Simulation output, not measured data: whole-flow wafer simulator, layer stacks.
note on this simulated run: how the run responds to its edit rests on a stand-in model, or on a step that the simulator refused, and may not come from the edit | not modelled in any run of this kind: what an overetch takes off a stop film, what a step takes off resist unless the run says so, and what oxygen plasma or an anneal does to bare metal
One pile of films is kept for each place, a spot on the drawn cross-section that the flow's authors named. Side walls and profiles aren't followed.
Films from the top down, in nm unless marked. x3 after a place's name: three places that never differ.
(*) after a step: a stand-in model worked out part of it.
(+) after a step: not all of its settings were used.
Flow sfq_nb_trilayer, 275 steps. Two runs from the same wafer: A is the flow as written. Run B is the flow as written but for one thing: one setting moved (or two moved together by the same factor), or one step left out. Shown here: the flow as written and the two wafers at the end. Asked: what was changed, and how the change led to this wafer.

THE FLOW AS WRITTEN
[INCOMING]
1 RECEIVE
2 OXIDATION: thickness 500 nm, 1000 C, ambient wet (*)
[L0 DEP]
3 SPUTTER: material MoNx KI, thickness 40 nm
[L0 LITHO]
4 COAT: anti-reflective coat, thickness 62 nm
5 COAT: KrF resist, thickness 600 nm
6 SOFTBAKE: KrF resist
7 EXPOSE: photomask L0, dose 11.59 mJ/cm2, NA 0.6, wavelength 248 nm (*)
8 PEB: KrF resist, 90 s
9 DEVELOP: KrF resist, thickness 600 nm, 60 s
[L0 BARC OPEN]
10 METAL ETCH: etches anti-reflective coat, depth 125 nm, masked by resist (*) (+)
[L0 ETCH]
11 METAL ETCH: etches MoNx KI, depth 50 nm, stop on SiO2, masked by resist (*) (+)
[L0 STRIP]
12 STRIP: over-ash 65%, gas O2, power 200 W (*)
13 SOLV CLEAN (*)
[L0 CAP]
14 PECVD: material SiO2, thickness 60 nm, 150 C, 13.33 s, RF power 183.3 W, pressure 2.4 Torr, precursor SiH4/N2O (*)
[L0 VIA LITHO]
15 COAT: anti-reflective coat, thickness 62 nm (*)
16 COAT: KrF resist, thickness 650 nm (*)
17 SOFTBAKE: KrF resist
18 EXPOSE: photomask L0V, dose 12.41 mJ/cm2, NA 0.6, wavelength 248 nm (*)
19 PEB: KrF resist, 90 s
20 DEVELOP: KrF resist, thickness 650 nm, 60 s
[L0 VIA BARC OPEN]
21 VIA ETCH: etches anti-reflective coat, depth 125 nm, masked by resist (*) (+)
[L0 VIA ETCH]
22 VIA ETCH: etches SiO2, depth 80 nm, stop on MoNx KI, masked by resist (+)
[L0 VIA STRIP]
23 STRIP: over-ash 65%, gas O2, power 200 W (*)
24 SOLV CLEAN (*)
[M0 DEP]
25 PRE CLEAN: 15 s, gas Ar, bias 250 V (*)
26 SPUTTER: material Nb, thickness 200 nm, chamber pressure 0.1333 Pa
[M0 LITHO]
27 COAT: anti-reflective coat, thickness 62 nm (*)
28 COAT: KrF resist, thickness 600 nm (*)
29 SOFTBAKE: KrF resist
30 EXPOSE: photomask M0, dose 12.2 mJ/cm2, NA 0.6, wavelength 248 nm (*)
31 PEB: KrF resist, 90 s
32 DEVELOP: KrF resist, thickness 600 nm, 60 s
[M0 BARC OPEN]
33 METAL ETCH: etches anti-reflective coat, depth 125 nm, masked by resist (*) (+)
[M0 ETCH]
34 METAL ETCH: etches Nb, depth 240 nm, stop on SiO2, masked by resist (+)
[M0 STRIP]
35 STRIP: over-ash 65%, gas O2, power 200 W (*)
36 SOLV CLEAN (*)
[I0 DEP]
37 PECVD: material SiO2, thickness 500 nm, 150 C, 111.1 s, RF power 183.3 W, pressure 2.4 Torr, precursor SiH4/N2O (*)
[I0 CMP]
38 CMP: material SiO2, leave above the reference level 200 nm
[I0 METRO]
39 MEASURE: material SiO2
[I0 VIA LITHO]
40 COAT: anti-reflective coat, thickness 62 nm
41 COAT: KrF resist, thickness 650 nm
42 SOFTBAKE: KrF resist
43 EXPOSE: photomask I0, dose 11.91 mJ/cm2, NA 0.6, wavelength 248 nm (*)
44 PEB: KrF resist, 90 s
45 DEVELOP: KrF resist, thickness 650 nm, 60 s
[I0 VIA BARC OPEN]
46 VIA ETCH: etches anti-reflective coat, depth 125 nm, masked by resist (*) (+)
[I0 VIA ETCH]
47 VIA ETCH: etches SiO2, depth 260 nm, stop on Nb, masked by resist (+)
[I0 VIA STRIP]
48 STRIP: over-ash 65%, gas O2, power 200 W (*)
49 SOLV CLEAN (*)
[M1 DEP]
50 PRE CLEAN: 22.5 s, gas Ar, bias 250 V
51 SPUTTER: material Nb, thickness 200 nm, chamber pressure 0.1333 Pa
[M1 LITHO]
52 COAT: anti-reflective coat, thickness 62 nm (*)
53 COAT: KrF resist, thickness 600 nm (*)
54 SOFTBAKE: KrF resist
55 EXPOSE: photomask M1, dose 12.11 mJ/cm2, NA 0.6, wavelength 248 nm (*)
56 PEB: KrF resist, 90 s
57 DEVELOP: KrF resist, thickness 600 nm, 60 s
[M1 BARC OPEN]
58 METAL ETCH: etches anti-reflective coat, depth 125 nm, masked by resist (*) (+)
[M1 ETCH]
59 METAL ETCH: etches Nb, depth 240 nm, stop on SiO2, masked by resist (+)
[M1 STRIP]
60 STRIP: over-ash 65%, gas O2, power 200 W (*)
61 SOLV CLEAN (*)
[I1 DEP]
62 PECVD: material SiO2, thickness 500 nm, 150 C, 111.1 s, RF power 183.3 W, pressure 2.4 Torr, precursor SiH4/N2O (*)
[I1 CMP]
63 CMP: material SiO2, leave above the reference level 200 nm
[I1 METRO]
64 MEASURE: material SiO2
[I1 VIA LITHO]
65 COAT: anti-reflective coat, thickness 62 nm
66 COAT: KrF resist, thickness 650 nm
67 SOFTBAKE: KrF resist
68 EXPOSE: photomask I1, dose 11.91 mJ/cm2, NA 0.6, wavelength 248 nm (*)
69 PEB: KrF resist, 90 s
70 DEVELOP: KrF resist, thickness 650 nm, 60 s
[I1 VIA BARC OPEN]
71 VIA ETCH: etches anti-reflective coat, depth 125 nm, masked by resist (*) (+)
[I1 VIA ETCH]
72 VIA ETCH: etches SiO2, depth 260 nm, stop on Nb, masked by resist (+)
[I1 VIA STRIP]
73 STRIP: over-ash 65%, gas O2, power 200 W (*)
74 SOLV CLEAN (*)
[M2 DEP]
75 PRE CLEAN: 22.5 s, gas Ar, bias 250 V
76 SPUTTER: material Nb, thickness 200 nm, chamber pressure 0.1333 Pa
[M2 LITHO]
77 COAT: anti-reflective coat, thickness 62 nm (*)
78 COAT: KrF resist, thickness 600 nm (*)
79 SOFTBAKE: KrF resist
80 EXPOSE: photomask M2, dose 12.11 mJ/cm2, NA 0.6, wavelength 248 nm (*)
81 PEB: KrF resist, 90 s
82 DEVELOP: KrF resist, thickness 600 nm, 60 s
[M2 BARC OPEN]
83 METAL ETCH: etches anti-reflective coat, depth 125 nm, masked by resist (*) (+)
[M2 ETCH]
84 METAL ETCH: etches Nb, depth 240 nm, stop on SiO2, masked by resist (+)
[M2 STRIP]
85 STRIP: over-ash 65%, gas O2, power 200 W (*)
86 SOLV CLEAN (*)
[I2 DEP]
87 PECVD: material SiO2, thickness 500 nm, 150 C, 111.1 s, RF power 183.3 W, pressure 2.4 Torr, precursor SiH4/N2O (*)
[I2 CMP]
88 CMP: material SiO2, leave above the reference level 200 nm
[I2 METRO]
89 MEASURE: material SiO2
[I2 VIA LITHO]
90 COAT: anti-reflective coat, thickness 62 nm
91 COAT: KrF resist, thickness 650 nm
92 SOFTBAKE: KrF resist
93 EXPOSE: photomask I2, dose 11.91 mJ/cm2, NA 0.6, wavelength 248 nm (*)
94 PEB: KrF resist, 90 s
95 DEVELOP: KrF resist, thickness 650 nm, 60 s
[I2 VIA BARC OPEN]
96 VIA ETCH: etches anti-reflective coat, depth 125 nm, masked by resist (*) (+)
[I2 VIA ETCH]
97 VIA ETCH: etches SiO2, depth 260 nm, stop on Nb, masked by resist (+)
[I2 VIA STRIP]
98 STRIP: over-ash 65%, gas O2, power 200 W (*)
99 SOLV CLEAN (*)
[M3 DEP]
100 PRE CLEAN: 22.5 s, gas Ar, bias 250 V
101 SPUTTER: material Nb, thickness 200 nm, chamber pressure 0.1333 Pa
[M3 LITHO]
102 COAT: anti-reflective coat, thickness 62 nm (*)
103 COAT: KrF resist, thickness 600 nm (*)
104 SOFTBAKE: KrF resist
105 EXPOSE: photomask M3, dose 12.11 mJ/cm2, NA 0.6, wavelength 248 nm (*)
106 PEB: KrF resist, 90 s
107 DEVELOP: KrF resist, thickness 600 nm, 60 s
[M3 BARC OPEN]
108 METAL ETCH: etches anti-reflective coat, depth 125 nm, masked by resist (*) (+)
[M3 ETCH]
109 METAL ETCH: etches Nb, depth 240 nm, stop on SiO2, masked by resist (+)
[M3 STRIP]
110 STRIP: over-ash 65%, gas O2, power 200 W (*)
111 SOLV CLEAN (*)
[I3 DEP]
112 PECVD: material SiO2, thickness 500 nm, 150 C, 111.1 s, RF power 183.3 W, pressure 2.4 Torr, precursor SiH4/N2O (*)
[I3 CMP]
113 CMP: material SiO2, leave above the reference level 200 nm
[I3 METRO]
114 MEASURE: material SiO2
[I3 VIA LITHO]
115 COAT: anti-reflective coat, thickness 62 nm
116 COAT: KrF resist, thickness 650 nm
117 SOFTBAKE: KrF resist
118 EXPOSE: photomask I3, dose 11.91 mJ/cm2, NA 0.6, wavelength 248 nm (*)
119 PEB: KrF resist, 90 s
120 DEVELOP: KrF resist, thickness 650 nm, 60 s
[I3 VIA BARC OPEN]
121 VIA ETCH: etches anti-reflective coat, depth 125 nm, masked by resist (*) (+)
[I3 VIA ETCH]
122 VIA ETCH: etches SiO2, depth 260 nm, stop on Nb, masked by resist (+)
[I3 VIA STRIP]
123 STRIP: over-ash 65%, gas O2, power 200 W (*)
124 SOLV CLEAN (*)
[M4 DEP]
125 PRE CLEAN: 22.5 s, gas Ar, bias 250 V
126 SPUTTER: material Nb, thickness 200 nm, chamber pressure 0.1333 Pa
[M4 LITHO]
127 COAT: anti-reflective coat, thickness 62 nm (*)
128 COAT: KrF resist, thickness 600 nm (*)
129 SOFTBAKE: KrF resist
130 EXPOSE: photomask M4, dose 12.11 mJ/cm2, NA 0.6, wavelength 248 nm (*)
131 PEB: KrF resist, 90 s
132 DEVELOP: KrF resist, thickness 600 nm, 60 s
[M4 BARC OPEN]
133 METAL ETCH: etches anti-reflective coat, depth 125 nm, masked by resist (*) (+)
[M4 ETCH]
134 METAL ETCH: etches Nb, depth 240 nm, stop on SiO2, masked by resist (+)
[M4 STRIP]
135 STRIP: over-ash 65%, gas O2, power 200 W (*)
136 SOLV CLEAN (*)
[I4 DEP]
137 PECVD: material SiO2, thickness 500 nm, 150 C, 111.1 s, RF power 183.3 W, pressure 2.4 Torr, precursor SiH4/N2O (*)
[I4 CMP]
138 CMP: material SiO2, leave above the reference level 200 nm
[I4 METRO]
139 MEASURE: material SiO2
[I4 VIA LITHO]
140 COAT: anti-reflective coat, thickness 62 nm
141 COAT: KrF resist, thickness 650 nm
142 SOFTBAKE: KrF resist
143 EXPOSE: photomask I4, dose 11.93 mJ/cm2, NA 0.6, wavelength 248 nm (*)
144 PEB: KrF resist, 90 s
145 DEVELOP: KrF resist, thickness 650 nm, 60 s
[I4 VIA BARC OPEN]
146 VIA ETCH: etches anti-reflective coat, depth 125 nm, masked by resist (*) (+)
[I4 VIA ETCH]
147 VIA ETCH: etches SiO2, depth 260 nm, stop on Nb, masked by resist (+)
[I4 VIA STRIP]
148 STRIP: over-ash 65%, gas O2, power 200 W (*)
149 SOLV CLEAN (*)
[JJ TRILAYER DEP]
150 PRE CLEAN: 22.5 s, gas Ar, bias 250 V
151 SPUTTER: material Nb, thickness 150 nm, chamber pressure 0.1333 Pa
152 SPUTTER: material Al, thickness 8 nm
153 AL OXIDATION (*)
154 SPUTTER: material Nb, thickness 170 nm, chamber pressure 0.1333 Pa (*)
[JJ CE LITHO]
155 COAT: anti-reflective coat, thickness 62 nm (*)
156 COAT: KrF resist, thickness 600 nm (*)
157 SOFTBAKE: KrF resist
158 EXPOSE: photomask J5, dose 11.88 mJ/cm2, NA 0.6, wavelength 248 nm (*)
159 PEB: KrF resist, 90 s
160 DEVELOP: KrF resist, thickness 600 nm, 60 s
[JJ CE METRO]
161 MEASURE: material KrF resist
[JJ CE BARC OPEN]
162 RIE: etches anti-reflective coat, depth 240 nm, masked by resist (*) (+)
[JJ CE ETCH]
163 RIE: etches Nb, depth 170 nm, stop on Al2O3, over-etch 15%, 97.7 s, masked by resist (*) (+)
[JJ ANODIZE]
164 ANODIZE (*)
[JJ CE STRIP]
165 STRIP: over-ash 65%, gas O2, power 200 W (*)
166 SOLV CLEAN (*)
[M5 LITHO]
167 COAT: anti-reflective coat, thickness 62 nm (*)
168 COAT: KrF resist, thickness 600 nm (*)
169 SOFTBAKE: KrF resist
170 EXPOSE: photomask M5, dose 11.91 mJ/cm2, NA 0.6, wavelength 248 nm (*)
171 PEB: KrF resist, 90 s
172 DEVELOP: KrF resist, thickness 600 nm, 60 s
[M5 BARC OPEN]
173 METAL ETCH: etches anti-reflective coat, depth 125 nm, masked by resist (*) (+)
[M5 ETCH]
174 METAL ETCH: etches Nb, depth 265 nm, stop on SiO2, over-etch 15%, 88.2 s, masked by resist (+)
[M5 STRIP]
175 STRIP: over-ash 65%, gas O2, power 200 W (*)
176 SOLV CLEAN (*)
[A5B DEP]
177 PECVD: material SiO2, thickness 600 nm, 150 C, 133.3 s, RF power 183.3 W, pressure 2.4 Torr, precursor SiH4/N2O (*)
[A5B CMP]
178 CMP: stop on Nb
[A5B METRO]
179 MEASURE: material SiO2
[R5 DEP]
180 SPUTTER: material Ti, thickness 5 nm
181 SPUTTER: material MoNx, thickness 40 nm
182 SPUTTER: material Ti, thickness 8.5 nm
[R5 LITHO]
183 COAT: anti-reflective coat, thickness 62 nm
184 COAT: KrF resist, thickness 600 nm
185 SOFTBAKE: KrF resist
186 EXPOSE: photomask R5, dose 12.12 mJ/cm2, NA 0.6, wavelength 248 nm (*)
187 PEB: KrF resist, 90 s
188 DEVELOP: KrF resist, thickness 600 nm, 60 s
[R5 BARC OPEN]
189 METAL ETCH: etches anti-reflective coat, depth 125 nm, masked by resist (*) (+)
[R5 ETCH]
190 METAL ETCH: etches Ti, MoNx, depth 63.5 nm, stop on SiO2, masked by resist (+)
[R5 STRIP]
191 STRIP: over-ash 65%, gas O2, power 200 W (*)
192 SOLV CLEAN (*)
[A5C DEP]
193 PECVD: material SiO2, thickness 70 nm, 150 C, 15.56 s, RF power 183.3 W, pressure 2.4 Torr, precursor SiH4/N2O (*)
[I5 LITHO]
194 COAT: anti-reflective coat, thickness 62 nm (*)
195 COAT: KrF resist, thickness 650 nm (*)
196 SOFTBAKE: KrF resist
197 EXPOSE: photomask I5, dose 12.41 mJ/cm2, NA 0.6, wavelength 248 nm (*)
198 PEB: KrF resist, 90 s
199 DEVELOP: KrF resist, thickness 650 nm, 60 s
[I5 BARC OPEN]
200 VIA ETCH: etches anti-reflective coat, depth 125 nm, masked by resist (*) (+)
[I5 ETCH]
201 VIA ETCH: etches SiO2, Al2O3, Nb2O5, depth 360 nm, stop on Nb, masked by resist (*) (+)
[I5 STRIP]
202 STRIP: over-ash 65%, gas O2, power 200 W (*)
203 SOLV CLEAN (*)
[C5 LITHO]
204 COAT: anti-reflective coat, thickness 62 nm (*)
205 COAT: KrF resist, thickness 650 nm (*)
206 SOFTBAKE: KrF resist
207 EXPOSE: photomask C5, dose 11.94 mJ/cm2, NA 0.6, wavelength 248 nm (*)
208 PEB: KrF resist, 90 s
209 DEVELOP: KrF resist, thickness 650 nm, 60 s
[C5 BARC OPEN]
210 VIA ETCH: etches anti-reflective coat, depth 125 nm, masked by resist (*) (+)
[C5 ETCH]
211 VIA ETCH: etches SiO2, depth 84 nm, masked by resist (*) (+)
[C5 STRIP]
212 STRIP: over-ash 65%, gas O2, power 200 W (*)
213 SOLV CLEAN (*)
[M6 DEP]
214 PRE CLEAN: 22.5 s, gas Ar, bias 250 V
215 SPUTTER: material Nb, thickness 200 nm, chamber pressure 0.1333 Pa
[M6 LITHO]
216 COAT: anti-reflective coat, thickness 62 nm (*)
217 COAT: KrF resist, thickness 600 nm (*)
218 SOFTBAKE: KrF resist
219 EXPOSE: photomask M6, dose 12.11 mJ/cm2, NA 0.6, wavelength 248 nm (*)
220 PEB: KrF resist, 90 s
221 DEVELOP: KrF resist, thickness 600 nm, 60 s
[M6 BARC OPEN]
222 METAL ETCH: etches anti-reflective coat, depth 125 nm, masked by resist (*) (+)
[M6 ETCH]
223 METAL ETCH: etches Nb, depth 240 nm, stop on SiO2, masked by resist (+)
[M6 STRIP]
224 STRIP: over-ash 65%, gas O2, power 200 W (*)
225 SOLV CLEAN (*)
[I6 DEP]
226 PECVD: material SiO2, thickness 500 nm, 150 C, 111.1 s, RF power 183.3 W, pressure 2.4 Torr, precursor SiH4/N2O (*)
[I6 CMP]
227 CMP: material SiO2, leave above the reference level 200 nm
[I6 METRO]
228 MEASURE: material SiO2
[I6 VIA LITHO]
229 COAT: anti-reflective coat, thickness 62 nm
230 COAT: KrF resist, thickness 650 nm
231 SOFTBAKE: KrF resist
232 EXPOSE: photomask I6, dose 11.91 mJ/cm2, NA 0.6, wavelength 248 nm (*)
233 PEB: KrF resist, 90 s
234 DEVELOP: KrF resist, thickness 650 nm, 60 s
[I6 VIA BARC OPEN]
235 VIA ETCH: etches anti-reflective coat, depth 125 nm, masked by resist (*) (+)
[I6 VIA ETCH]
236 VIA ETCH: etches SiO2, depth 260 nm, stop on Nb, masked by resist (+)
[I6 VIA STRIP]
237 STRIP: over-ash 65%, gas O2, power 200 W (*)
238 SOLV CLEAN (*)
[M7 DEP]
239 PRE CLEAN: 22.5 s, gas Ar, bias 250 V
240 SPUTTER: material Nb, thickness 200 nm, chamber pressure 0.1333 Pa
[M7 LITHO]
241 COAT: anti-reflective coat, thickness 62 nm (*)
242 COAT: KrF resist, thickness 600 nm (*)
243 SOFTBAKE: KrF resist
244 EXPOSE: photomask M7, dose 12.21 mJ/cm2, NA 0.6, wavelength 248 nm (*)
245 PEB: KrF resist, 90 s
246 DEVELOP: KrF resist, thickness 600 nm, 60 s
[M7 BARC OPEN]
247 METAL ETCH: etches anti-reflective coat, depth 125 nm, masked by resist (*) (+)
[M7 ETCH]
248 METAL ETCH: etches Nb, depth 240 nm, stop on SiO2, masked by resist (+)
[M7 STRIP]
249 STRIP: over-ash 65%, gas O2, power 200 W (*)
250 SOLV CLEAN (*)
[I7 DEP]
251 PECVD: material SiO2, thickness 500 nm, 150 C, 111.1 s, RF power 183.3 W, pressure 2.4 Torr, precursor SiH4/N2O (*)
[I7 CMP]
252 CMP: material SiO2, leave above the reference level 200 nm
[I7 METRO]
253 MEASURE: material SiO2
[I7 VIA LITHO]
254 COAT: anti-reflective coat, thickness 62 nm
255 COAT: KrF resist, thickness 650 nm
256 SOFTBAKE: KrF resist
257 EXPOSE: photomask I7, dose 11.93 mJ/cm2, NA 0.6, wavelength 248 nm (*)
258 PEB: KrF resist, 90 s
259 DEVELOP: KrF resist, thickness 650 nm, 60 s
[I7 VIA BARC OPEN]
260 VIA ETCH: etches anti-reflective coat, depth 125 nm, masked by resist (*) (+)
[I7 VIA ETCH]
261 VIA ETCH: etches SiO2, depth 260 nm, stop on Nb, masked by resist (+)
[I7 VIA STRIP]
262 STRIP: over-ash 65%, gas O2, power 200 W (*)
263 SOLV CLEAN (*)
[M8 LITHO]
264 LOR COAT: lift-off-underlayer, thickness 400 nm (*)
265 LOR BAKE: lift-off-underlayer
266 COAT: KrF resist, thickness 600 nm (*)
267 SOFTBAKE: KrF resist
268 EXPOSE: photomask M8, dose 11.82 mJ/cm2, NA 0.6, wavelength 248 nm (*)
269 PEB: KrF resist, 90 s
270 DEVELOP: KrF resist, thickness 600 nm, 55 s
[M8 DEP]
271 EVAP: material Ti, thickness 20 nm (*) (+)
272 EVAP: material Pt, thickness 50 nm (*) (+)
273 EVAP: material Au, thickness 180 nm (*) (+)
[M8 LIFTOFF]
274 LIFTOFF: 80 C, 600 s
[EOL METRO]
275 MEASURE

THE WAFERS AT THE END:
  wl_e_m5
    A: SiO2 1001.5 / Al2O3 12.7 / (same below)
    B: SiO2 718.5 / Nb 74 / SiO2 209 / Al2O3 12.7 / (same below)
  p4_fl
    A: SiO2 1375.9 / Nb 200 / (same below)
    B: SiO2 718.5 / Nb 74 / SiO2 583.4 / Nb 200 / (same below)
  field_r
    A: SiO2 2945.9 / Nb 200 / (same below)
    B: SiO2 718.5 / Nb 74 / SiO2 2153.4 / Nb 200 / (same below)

The cause: step 223, METAL ETCH: depth 126 nm was run, where the flow has depth 240 nm.

How the change led to this, step by step:
  223 METAL ETCH: etches Nb, depth 240 nm, stop on SiO2, masked by resist (+)
      field_l, gap, moat and 76 more: A Nb -200 (all of it) | B Nb -126
      v_sur, via_wl, via_w and 24 more: A KrF resist -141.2 | B KrF resist -74.1
  224 STRIP: over-ash 65%, gas O2, power 200 W (*)
      wl_j_sl, wl_j_sr: A KrF resist -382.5 (all of it), anti-reflective coat -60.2 (all of it) | B KrF resist -449.6 (all of it), anti-reflective coat -60.2 (all of it)
      wl_c_m6, wl_f_m6: A KrF resist -382.3 (all of it), anti-reflective coat -62 (all of it) | B KrF resist -449.3 (all of it), anti-reflective coat -62 (all of it)
      (and at 23 more places)
  226 PECVD: material SiO2, thickness 500 nm, 150 C, 111.1 s, RF power 183.3 W, pressure 2.4 Torr, precursor SiH4/N2O (*)
      field_l, p4_fl, p4_fm and 62 more: A SiO2 +500 | B SiO2 +500 (new film)
      moat, field_r, lsp_l, ln_m5, lsp_m: A SiO2 +493.6 | B SiO2 +500 (new film)
      (and at 9 more places)
  227 CMP: material SiO2, leave above the reference level 200 nm
      field_l, p4_fl, p4_fm and 59 more: A SiO2 -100 | B SiO2 -174
      moat, field_r, lsp_l, ln_m5, lsp_m: A SiO2 -93.6 | B SiO2 -174
      (and at 12 more places)
Counting metal films that touch as one body, wl_e_m5 has 7 bodies (between them, from the top down: SiO2 209 / Al2O3 12.7 / Nb2O5 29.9; SiO2 192.5; SiO2 192.5; SiO2 192.5; SiO2 192.5; SiO2 192.5); the flow as written gives 6 bodies (between them, from the top down: SiO2 192.5; SiO2 192.5; SiO2 192.5; SiO2 192.5; SiO2 192.5).
Counting metal films that touch as one body, p4_fl has 3 bodies (between them, from the top down: SiO2 583.4; SiO2 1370); the flow as written gives 2 bodies (between them, from the top down: SiO2 1370).
Counting metal films that touch as one body, field_r has 2 bodies (between them, from the top down: SiO2 2153.4); the flow as written gives 1 body.
